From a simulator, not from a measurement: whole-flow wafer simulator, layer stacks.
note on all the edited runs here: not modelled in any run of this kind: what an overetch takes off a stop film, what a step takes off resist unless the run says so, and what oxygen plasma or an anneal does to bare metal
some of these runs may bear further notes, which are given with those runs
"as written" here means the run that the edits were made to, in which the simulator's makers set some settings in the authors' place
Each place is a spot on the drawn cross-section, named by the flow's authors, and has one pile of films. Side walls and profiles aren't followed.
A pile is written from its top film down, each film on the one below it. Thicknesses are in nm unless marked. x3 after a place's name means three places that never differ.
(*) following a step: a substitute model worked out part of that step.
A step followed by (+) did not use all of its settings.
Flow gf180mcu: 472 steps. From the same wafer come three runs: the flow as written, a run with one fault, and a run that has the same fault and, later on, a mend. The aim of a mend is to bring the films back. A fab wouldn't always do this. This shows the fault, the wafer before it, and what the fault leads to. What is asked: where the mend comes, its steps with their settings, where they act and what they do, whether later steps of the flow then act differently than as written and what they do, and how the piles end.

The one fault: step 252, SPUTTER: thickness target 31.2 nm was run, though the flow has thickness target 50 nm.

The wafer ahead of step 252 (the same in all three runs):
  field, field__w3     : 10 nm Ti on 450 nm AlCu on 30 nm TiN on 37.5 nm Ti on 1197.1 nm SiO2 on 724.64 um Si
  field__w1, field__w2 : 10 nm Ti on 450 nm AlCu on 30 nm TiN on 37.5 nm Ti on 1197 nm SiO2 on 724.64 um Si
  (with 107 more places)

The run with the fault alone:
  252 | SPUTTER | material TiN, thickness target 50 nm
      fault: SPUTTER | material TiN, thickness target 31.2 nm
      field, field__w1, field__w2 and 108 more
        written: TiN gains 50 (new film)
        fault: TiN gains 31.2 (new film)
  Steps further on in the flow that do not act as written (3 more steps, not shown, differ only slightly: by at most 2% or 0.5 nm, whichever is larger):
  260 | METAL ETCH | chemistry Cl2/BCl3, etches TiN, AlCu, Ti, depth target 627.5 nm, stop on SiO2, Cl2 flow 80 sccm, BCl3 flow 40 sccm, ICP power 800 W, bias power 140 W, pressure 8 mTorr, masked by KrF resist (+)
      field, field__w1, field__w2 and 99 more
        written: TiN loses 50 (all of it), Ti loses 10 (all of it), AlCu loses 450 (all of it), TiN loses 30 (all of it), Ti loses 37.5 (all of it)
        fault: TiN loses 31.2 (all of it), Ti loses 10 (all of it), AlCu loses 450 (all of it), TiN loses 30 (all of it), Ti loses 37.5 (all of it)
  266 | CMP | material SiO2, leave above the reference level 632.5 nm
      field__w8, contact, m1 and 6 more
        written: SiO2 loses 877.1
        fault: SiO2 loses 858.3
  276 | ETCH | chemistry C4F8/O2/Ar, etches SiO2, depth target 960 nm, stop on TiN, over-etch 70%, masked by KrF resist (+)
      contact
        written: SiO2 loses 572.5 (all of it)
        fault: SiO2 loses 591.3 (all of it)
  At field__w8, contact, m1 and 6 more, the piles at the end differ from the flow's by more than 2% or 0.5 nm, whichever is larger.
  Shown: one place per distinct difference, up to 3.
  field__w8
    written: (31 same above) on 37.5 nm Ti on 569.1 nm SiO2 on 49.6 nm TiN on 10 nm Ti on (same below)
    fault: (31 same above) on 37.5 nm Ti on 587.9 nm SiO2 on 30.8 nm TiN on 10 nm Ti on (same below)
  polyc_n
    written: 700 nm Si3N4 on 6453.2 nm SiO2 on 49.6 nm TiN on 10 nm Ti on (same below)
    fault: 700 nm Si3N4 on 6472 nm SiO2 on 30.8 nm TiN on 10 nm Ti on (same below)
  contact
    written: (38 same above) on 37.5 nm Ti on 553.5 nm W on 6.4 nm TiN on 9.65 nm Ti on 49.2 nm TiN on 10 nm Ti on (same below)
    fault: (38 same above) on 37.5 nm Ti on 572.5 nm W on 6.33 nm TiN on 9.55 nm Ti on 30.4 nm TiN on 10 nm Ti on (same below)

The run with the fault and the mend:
  The mend follows step 259.
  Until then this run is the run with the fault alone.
  259a | STRIP | chemistry O2/N2, power 2160 W, pressure 1700 mTorr (*)
      field__w8, contact, m1 and 6 more
        KrF resist loses 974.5 (all of it)
  259b | SPUTTER | material TiN, thickness target 18.8 nm (the flow's step 252 again, with other settings)
      field, field__w1, field__w2 and 108 more
        TiN gains 18.8
  259c | HMDS | 120 C, 60 s (the flow's step 254 again)
      alters no film at any place that is followed
  259d | COAT | KrF resist, thickness 1000 nm (the flow's step 255 again)
      field, field__w1, field__w2 and 108 more
        KrF resist gains 1000 (new film)
  259e | SOFTBAKE | KrF resist (the flow's step 256 again)
      alters no film at any place that is followed
  259f | EXPOSE | photomask Metal1 (the flow's step 257 again)
      alters no film at any place that is followed
  259g | PEB | KrF resist, 135 C, 90 s (the flow's step 258 again)
      field, field__w1, field__w2 and 108 more
        KrF resist loses 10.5
  259h | DEVELOP | thickness 1000 nm, 60 s (the flow's step 259 again)
      field, field__w1, field__w2 and 99 more
        KrF resist loses 989.5 (all of it)
      field__w8, contact, m1 and 6 more
        KrF resist loses 14.9
  Every later step of the flow that is run acts as written at every place that is followed.
  By the end, the piles equal the flow's at every place that both follow.
